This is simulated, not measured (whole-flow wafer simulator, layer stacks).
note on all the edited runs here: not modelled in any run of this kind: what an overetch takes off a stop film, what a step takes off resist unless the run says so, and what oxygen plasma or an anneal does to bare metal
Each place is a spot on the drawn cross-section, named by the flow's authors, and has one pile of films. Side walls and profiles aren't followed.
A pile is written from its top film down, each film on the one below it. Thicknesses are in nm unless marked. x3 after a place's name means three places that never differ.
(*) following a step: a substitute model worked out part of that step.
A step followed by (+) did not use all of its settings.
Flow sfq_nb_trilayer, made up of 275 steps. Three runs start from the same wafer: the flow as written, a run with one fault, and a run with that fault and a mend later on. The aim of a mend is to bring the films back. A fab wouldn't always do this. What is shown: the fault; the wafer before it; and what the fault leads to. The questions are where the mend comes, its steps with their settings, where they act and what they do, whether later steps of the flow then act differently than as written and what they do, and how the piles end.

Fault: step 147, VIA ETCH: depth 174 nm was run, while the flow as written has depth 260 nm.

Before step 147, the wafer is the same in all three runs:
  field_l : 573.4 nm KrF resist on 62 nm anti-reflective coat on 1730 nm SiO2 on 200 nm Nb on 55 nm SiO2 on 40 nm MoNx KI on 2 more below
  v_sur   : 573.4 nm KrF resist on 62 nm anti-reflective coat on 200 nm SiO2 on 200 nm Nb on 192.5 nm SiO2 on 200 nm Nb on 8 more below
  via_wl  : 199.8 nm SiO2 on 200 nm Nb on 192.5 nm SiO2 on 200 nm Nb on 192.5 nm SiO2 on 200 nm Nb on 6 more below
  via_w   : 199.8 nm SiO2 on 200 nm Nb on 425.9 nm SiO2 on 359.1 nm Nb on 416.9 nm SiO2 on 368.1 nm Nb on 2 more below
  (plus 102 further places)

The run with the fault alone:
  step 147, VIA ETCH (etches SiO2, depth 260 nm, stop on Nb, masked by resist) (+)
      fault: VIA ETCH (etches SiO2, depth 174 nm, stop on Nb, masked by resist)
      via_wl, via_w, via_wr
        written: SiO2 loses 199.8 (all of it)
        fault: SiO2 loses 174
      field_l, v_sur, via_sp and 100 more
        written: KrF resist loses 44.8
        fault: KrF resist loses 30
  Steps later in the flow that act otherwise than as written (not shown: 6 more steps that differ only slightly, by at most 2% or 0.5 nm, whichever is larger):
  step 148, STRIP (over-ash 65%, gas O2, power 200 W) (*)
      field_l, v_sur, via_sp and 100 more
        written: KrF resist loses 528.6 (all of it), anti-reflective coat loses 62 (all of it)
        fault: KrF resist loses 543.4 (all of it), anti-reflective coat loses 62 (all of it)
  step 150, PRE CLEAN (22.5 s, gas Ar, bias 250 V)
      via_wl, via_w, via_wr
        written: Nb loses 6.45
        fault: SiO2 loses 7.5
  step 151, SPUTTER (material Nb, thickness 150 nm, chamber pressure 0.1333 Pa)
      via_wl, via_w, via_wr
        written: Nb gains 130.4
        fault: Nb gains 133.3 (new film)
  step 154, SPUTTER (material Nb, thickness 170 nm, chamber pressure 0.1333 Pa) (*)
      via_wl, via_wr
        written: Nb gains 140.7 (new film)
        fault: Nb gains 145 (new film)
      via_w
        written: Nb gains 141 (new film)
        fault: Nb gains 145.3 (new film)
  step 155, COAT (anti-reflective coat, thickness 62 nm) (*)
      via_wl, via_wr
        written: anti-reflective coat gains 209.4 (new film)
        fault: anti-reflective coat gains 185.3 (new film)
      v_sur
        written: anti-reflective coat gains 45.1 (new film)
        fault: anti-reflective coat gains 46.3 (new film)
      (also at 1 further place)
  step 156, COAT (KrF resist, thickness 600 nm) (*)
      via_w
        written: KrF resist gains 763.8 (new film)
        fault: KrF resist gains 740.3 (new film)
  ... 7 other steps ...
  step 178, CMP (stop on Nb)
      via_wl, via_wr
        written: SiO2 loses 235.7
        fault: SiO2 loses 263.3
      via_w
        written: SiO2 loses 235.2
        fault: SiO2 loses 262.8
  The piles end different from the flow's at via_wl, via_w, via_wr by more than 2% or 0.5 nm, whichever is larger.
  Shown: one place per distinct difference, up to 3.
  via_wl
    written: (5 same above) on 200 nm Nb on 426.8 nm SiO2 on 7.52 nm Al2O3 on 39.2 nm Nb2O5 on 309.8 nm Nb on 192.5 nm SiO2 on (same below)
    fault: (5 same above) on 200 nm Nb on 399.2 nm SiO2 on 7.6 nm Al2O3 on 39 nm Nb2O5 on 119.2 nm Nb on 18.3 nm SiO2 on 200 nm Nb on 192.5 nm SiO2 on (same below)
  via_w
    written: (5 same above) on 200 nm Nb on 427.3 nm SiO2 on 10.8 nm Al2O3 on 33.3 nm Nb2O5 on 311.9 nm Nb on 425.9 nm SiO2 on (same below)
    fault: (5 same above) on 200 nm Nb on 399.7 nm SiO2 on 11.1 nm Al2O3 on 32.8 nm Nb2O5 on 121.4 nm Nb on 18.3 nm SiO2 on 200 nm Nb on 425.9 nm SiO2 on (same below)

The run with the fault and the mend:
  The mend stands after step 147.
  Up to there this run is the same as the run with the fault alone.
  step 147a, VIA ETCH (etches SiO2, depth 86 nm, stop on Nb, masked by resist) (+) (the flow's step 147, run once more with other settings)
      field_l, v_sur, via_sp and 100 more
        KrF resist loses 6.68
      via_wl, via_w, via_wr
        SiO2 loses 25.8 (all of it)
  Later steps of the flow that are run all act as written at every place that is followed, up to a difference of at most 2% or 0.5 nm, whichever is larger.
  By the end, the piles equal the flow's at every place that both follow.
